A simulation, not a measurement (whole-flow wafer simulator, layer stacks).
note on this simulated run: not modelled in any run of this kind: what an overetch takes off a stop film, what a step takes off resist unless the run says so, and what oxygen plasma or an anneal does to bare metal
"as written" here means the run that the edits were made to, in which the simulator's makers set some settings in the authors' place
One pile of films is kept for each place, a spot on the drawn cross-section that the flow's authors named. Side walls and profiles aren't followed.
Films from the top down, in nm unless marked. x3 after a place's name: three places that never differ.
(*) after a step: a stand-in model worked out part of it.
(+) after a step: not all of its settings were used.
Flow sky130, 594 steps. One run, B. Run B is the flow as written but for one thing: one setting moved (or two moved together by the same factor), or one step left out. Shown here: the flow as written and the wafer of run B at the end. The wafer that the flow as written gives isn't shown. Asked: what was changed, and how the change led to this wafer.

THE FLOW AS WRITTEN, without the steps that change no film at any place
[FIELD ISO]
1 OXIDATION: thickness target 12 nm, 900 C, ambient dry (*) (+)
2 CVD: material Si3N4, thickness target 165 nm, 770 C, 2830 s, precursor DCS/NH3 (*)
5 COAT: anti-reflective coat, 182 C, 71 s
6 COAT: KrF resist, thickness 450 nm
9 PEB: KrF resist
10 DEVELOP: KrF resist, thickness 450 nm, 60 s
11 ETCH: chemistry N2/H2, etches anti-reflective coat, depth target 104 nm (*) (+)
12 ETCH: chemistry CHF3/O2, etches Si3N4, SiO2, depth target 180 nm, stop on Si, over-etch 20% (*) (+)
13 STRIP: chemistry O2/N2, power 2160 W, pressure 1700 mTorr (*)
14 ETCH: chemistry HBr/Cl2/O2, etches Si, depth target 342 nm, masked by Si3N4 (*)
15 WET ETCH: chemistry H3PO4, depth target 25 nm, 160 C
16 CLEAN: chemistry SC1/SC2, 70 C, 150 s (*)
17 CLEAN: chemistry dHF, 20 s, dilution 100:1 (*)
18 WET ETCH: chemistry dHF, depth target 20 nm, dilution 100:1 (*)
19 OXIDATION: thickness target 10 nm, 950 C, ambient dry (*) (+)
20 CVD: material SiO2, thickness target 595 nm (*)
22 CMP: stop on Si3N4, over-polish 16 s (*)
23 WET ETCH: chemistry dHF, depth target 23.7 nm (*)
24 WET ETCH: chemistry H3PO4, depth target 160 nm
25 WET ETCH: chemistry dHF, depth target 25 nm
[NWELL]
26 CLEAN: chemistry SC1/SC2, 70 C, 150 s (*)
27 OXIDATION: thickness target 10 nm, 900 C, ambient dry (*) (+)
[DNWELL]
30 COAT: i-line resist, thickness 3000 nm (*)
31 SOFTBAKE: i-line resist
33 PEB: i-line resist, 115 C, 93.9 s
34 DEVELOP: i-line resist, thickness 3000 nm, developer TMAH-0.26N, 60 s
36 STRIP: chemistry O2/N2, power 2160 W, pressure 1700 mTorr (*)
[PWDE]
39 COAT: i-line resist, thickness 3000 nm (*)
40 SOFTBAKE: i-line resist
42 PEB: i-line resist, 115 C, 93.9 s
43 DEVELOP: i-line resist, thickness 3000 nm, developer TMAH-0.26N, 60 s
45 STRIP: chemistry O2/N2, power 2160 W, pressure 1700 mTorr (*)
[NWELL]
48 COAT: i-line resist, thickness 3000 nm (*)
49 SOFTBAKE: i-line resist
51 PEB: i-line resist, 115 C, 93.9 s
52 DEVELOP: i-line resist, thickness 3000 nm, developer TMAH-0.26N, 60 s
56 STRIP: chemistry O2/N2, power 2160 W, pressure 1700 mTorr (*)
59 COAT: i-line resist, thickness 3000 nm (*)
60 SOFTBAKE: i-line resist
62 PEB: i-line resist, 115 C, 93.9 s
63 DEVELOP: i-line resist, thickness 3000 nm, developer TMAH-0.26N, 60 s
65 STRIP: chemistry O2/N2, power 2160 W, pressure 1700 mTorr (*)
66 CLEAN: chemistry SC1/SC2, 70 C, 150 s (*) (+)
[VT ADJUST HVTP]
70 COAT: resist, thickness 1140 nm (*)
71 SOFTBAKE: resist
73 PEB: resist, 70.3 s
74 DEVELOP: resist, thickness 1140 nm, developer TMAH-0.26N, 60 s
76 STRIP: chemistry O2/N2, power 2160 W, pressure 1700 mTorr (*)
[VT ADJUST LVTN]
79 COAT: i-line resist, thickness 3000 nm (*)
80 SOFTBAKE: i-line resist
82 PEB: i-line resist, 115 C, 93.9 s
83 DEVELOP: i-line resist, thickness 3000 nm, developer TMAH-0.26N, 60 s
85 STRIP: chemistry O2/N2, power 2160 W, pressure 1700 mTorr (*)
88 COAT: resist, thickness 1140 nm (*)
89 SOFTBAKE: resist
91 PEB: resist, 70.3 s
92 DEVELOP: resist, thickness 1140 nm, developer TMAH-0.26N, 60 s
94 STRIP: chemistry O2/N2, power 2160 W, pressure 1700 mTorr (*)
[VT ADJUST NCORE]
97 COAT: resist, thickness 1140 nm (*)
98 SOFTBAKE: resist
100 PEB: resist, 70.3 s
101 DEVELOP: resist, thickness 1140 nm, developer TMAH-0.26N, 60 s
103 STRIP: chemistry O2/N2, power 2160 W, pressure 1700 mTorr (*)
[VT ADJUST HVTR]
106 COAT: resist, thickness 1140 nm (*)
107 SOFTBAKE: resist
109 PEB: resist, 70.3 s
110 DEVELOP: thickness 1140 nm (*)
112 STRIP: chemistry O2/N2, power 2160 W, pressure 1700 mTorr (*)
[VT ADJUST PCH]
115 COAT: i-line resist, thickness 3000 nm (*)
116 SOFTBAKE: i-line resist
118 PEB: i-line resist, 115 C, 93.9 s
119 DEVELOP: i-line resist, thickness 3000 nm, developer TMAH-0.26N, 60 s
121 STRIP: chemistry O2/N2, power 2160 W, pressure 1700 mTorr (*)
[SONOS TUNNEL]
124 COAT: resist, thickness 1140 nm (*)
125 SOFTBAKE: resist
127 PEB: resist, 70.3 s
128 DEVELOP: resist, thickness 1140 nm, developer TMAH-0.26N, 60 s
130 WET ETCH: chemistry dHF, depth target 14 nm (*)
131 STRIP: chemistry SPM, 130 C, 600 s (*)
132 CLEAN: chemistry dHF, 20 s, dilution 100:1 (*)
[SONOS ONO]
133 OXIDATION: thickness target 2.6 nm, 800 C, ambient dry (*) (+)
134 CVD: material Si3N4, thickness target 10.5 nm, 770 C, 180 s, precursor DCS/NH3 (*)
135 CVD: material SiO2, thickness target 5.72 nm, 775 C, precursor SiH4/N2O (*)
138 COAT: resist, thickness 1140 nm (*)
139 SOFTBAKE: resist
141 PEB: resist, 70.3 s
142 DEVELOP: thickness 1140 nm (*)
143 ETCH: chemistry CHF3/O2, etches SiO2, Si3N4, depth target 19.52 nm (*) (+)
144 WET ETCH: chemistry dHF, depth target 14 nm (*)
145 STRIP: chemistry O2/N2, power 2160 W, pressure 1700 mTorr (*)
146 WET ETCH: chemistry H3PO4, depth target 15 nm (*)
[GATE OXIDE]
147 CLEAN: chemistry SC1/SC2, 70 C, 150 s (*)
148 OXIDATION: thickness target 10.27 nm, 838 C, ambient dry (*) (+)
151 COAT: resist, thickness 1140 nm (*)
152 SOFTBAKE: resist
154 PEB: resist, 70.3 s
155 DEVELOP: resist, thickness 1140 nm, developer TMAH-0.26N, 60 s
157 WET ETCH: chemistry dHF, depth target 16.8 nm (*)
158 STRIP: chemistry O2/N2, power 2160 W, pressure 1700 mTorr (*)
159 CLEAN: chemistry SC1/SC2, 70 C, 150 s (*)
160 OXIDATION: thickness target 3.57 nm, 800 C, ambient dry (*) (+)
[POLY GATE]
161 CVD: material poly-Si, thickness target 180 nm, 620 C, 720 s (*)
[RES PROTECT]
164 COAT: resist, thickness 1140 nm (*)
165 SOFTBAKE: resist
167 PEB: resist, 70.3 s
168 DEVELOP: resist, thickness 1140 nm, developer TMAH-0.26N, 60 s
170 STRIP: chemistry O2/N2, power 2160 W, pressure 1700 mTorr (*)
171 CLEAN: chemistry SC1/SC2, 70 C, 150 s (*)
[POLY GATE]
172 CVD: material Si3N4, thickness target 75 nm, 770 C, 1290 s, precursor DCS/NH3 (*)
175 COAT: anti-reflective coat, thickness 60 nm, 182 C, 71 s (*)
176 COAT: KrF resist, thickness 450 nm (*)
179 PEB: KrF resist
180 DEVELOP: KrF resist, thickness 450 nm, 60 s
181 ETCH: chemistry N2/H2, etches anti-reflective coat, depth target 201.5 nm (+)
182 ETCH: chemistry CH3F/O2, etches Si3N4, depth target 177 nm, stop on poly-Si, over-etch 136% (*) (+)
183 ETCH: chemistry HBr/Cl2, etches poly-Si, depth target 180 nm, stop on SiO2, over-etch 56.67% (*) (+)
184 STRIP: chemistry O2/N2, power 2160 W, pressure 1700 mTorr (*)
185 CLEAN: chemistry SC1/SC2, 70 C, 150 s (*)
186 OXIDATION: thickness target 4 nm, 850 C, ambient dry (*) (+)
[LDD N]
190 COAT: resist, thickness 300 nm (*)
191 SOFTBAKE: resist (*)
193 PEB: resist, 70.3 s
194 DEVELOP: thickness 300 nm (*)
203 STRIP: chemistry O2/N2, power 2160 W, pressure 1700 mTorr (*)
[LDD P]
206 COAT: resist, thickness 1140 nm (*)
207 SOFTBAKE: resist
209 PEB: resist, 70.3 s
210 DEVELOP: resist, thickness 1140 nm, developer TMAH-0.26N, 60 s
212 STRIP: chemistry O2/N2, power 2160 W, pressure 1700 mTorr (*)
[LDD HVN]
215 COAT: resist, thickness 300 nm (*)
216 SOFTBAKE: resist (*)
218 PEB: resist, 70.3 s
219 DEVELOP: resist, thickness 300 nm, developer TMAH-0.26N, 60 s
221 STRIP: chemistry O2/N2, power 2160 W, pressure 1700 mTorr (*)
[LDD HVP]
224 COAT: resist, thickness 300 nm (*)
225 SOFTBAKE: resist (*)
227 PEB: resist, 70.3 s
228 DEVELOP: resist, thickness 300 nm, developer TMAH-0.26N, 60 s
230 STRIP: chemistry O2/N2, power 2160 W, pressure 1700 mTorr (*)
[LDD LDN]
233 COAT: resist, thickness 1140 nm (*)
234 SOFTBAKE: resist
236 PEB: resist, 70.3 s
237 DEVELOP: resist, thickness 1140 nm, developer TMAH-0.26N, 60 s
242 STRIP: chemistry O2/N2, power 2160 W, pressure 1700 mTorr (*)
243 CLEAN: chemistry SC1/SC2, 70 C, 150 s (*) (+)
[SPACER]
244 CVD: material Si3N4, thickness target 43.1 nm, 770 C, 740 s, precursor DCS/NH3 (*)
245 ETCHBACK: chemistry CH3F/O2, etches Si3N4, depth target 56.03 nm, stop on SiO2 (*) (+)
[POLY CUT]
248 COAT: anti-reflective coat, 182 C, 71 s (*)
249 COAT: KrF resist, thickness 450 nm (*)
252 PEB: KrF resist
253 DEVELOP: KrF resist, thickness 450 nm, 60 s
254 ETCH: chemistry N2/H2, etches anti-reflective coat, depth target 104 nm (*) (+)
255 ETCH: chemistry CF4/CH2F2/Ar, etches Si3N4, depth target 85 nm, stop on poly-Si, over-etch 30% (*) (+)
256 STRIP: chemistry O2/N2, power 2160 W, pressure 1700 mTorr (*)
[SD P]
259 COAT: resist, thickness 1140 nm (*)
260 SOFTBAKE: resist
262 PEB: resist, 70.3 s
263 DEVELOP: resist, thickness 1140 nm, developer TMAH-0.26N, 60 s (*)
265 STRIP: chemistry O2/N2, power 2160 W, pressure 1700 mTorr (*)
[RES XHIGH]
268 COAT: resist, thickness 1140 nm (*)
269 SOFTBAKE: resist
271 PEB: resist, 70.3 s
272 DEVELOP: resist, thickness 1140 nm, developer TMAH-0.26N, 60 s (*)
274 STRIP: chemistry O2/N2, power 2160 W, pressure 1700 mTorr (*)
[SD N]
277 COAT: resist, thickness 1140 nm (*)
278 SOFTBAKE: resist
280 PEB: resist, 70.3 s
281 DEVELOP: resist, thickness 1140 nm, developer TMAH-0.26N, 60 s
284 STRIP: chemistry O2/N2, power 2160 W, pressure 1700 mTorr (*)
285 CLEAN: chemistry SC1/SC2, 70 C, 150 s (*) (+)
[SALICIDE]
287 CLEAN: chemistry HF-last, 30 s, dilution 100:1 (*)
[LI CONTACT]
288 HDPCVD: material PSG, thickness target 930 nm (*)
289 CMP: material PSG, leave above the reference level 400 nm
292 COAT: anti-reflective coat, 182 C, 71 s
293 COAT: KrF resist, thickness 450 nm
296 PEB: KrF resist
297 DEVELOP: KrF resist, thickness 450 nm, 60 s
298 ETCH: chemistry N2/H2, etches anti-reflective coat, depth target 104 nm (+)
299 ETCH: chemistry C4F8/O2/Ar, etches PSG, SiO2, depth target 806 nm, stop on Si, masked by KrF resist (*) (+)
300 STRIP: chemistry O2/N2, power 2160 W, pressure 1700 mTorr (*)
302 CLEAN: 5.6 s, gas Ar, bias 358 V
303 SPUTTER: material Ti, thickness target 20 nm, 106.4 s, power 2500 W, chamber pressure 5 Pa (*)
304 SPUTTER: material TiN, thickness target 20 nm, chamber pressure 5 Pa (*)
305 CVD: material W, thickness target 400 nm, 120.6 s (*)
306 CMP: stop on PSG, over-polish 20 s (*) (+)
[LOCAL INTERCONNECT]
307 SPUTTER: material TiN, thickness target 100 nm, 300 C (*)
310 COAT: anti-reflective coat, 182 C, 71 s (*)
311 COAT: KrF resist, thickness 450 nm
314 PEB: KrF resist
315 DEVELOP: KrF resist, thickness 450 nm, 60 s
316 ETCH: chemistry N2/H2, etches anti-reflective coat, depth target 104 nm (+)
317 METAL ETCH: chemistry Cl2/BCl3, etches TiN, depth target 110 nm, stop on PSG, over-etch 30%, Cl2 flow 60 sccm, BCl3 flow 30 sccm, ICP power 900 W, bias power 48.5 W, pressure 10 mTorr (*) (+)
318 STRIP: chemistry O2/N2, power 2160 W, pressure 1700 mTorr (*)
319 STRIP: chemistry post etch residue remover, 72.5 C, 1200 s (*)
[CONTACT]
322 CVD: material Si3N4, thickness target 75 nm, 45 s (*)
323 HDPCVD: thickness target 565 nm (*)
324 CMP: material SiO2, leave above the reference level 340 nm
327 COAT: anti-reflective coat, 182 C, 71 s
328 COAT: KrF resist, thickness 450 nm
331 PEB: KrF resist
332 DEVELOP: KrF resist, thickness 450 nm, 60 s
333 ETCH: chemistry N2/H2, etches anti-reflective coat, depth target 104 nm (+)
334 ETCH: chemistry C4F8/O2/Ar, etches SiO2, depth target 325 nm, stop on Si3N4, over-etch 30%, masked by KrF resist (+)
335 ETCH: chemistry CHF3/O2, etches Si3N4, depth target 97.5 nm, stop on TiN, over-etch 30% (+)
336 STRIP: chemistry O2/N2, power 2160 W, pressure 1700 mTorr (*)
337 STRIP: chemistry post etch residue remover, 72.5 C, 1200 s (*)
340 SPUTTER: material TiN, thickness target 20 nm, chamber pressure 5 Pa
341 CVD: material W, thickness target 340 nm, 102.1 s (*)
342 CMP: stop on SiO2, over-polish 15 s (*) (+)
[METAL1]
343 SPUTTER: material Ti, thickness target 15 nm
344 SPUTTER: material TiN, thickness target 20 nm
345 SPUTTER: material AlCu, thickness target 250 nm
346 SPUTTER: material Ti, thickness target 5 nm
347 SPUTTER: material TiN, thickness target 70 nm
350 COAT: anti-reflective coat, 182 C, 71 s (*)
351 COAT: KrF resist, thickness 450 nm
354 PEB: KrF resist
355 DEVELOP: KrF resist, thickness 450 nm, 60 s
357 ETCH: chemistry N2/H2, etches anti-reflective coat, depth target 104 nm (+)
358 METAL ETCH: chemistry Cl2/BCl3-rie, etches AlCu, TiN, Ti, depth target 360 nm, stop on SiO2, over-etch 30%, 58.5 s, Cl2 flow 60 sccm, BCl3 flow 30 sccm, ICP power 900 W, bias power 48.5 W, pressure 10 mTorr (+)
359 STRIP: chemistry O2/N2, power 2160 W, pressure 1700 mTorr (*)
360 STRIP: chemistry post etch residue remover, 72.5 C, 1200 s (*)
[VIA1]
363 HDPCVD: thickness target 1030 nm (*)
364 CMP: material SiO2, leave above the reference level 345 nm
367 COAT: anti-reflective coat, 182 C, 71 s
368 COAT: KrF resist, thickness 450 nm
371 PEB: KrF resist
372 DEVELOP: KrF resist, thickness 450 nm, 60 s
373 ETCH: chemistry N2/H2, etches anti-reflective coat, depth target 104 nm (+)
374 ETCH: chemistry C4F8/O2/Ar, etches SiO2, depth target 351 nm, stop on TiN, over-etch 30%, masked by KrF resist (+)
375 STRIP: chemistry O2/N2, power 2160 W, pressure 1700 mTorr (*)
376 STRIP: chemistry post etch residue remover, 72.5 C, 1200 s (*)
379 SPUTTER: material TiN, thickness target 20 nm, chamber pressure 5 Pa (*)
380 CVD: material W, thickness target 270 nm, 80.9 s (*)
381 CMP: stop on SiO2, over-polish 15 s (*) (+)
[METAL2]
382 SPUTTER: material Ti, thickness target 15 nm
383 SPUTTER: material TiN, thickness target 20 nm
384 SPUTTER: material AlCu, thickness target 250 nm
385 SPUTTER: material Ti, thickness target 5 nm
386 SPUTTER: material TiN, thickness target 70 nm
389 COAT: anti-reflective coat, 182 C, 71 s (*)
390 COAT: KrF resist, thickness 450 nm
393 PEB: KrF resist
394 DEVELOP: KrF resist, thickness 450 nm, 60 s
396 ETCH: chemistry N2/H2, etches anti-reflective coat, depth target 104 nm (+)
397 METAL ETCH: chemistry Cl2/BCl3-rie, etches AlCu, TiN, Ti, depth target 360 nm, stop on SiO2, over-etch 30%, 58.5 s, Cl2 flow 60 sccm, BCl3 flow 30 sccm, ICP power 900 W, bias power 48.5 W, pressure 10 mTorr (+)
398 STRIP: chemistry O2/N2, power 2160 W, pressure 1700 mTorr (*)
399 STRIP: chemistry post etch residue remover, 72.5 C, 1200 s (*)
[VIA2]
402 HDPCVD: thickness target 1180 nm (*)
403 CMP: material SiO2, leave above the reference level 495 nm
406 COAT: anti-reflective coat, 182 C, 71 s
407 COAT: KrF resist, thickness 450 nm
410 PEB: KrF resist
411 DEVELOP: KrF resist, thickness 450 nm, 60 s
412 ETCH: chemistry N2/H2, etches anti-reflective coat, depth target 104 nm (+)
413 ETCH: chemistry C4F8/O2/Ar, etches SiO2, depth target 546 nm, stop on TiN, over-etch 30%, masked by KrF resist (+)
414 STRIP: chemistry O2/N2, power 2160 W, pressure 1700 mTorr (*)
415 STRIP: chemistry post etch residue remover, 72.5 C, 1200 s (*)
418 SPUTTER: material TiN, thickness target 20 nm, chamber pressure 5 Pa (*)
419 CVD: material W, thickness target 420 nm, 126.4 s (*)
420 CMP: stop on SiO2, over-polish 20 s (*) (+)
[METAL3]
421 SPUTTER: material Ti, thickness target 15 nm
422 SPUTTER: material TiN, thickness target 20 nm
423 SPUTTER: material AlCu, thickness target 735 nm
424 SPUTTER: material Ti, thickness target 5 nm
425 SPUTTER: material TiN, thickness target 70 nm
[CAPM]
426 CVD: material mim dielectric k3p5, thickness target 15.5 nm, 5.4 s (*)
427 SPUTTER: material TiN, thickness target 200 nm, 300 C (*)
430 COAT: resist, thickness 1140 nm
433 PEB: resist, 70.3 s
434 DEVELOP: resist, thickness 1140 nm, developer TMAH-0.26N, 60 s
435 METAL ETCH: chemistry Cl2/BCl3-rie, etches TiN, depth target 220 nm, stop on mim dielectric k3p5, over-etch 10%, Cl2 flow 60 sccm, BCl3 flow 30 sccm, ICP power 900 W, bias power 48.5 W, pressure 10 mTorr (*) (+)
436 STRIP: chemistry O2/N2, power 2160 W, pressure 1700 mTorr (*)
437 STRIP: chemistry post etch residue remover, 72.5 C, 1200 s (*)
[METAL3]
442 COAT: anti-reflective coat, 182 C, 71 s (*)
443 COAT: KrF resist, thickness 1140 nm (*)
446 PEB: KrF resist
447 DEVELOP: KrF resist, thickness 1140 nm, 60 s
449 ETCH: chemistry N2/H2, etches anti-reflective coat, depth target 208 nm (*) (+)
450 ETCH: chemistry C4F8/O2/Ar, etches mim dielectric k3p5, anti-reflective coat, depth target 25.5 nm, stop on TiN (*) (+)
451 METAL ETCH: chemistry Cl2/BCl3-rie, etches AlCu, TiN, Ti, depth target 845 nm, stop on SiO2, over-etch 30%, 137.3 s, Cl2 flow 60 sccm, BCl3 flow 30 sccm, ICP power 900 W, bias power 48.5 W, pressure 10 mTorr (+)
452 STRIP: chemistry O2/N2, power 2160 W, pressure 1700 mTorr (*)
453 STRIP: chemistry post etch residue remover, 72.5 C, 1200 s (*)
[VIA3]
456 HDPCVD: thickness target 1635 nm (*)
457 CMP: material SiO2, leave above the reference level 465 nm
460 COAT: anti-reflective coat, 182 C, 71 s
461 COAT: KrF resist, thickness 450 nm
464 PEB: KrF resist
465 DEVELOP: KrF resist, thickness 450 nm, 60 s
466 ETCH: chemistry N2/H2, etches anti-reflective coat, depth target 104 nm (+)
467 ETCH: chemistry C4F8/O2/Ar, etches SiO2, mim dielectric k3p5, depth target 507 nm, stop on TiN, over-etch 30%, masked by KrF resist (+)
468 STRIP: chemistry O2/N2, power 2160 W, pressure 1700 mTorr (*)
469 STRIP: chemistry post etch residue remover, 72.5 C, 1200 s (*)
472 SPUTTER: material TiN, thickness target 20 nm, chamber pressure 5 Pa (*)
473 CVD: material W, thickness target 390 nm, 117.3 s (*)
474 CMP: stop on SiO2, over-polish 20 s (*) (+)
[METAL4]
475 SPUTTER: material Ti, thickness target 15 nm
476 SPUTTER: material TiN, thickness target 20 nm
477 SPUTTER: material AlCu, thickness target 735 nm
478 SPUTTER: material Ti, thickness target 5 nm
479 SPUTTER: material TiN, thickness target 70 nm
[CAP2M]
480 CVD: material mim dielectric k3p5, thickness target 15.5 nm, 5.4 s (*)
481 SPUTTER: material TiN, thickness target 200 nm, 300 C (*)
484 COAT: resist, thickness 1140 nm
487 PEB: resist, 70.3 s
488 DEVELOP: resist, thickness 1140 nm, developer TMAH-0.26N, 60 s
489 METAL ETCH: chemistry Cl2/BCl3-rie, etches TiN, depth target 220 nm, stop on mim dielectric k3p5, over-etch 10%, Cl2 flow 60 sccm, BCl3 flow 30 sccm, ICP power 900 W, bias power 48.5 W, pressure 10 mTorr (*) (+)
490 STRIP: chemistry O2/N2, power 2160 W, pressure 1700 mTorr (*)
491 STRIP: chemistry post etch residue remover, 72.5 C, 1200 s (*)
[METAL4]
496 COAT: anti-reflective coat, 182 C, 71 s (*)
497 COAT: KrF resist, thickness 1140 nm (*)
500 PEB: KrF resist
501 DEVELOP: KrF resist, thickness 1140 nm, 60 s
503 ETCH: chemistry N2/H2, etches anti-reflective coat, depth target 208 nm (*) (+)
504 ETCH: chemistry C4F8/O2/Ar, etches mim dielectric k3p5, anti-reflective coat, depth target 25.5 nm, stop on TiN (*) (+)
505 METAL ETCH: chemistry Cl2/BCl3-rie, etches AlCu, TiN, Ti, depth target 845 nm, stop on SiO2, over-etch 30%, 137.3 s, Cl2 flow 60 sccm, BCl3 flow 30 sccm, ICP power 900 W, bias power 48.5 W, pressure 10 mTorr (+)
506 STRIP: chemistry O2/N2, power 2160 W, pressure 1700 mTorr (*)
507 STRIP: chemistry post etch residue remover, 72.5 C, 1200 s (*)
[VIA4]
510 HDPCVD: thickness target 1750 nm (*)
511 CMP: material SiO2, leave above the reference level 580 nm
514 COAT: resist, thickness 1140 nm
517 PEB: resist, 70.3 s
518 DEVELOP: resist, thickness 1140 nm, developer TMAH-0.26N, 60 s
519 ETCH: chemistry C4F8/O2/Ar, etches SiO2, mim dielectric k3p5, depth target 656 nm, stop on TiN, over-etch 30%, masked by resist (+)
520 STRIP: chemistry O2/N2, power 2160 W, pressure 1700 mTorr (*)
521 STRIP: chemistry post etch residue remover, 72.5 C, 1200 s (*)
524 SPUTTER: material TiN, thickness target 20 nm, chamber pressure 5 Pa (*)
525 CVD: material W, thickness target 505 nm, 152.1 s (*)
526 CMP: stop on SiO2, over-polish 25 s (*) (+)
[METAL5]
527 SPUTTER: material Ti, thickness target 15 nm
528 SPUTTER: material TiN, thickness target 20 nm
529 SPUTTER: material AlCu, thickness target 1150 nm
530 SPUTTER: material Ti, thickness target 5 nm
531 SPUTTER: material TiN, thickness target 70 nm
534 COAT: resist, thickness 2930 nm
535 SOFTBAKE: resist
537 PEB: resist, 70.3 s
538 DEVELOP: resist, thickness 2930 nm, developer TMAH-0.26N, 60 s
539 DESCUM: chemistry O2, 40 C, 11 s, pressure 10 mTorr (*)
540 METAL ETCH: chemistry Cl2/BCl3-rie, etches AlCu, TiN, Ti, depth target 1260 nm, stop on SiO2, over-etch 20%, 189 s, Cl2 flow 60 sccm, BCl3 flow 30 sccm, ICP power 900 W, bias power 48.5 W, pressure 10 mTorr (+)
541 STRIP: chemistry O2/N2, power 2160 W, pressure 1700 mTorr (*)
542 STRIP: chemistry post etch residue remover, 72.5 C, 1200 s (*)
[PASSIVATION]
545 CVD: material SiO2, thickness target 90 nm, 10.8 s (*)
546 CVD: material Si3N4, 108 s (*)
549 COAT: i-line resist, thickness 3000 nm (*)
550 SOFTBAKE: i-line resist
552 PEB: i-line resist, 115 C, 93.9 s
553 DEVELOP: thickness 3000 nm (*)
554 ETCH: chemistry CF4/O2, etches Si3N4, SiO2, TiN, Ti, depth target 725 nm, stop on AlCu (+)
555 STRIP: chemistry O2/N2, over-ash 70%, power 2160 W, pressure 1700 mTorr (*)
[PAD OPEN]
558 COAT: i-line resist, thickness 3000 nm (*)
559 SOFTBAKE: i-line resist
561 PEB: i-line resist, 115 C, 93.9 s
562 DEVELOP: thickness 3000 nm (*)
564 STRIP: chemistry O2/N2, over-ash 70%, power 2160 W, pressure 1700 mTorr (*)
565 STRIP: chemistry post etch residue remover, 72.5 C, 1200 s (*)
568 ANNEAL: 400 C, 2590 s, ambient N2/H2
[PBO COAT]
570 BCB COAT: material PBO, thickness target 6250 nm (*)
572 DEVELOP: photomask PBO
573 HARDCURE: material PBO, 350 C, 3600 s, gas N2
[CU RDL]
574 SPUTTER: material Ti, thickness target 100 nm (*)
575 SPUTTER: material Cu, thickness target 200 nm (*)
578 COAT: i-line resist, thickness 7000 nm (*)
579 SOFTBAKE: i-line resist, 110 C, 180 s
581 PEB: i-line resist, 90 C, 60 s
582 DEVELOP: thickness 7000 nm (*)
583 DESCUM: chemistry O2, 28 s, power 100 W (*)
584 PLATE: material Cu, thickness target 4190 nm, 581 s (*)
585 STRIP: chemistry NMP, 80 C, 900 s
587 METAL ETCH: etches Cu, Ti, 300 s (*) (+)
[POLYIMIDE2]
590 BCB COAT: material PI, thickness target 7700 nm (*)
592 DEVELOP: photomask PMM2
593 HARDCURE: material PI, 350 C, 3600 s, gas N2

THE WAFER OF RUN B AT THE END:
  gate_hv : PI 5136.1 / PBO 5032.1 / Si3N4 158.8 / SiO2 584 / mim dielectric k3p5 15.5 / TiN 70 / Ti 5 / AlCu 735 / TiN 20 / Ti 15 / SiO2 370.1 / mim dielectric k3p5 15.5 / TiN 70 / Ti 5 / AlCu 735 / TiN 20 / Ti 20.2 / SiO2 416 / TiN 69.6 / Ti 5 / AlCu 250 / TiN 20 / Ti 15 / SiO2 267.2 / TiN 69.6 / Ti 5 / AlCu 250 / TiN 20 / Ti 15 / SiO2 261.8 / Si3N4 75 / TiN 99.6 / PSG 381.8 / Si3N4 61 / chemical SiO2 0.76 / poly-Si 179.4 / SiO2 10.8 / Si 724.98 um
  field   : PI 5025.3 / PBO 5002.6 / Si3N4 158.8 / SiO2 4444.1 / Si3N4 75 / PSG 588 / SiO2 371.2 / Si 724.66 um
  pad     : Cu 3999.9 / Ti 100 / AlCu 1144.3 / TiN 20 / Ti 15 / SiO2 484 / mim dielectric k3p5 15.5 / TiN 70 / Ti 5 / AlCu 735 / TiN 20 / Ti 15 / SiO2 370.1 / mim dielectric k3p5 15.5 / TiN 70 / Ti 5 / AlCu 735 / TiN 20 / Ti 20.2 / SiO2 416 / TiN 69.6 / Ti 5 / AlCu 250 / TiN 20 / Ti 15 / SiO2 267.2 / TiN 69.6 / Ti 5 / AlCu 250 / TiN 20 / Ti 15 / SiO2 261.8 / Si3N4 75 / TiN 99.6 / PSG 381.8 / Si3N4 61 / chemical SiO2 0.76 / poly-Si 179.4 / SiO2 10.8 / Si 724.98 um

The cause: step 421, SPUTTER: thickness target 20.2 nm was run, where the flow has thickness target 15 nm.
It can be read off the wafer: gate_hv has Ti 20.2, and step 421 as written asks for 15 nm.

How the change led to this, step by step:
  421 SPUTTER: material Ti, thickness target 15 nm
      field, active, n_well and 188 more: Ti +20.2 (new film) (as written it would be: Ti +15 (new film))
  451 METAL ETCH: chemistry Cl2/BCl3-rie, etches AlCu, TiN, Ti, depth target 845 nm, stop on SiO2, over-etch 30%, 137.3 s, Cl2 flow 60 sccm, BCl3 flow 30 sccm, ICP power 900 W, bias power 48.5 W, pressure 10 mTorr (+)
      field, gate, spacer and 68 more: TiN -70 (all of it), Ti -5 (all of it), AlCu -735 (all of it), TiN -20 (all of it), Ti -20.2 (all of it), SiO2 -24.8 (as written it would be: TiN -70 (all of it), Ti -5 (all of it), AlCu -735 (all of it), TiN -20 (all of it), Ti -15 (all of it), SiO2 -25.4)
      active, vpp_ln, vpp_iso2 and 11 more: TiN -70 (all of it), Ti -5 (all of it), AlCu -735 (all of it), TiN -20 (all of it), Ti -20.2 (all of it), SiO2 -24.8 (as written it would be: TiN -70 (all of it), Ti -5 (all of it), AlCu -735 (all of it), TiN -20 (all of it), Ti -15 (all of it), SiO2 -25.3)
